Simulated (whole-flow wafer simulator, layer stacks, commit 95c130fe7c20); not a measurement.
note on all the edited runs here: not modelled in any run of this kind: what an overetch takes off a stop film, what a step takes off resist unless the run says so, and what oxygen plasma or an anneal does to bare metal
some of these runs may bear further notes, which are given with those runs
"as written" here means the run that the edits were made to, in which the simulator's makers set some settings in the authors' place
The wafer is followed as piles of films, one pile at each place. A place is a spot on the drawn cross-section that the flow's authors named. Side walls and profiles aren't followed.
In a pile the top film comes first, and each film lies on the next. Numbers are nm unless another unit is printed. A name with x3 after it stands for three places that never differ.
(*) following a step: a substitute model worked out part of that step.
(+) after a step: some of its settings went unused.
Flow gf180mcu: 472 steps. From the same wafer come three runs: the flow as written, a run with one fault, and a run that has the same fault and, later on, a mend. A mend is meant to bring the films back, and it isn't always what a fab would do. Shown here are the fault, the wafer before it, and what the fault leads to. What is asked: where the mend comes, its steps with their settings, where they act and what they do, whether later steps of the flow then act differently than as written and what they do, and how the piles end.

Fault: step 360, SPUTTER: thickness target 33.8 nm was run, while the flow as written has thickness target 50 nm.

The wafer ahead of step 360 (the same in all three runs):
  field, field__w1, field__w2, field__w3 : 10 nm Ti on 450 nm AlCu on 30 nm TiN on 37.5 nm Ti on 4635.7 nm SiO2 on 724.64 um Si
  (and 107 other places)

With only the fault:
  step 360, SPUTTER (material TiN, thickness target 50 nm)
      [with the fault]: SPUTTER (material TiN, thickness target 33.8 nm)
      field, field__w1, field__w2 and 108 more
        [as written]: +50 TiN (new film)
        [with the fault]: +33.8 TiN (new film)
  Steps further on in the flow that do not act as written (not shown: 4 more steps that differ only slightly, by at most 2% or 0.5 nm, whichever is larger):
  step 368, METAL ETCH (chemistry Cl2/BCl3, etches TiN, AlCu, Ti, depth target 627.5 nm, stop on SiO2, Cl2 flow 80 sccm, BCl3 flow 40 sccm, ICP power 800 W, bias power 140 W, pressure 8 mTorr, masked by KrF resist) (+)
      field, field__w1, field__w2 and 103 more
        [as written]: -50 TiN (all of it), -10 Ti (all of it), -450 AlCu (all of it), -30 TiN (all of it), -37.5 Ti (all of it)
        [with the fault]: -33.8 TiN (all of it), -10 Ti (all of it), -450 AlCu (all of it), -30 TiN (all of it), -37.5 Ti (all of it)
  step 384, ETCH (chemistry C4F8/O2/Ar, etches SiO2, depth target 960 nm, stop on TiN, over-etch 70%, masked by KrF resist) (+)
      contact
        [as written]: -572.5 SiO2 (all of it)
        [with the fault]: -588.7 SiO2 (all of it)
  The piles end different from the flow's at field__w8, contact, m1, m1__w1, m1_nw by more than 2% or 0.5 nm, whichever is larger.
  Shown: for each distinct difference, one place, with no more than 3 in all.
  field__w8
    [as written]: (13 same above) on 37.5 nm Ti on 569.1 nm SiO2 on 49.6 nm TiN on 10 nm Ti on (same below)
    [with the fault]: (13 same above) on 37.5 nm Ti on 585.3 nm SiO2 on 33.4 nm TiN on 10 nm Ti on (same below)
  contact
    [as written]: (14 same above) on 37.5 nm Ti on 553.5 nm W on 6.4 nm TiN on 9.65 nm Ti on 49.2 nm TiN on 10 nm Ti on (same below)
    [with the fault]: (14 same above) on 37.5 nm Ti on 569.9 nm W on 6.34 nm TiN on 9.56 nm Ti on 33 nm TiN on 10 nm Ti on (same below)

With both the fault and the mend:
  The mend follows step 367.
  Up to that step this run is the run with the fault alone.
  step 367a, STRIP (chemistry O2/N2, power 2160 W, pressure 1700 mTorr) (*)
      field__w8, contact, m1, m1__w1, m1_nw
        -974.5 KrF resist (all of it)
  step 367b, SPUTTER (material TiN, thickness target 16.2 nm) (a further turn of the flow's step 360, with different settings)
      field, field__w1, field__w2 and 108 more
        +16.2 TiN
  step 367c, HMDS (120 C, 60 s) (a further turn of the flow's step 362)
      alters no film at any place that is followed
  step 367d, COAT (KrF resist, thickness 1000 nm) (a further turn of the flow's step 363)
      field, field__w1, field__w2 and 108 more
        +1000 KrF resist (new film)
  step 367e, SOFTBAKE (KrF resist) (a further turn of the flow's step 364)
      alters no film at any place that is followed
  step 367f, EXPOSE (photomask Metal4) (a further turn of the flow's step 365)
      alters no film at any place that is followed
  step 367g, PEB (KrF resist, 135 C, 90 s) (a further turn of the flow's step 366)
      field, field__w1, field__w2 and 108 more
        -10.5 KrF resist
  step 367h, DEVELOP (thickness 1000 nm, 60 s) (a further turn of the flow's step 367)
      field, field__w1, field__w2 and 103 more
        -989.5 KrF resist (all of it)
      field__w8, contact, m1, m1__w1, m1_nw
        -14.9 KrF resist
  Later steps of the flow that are run all act as written at every place that is followed.
  The piles end the same as the flow's at every place that both follow.
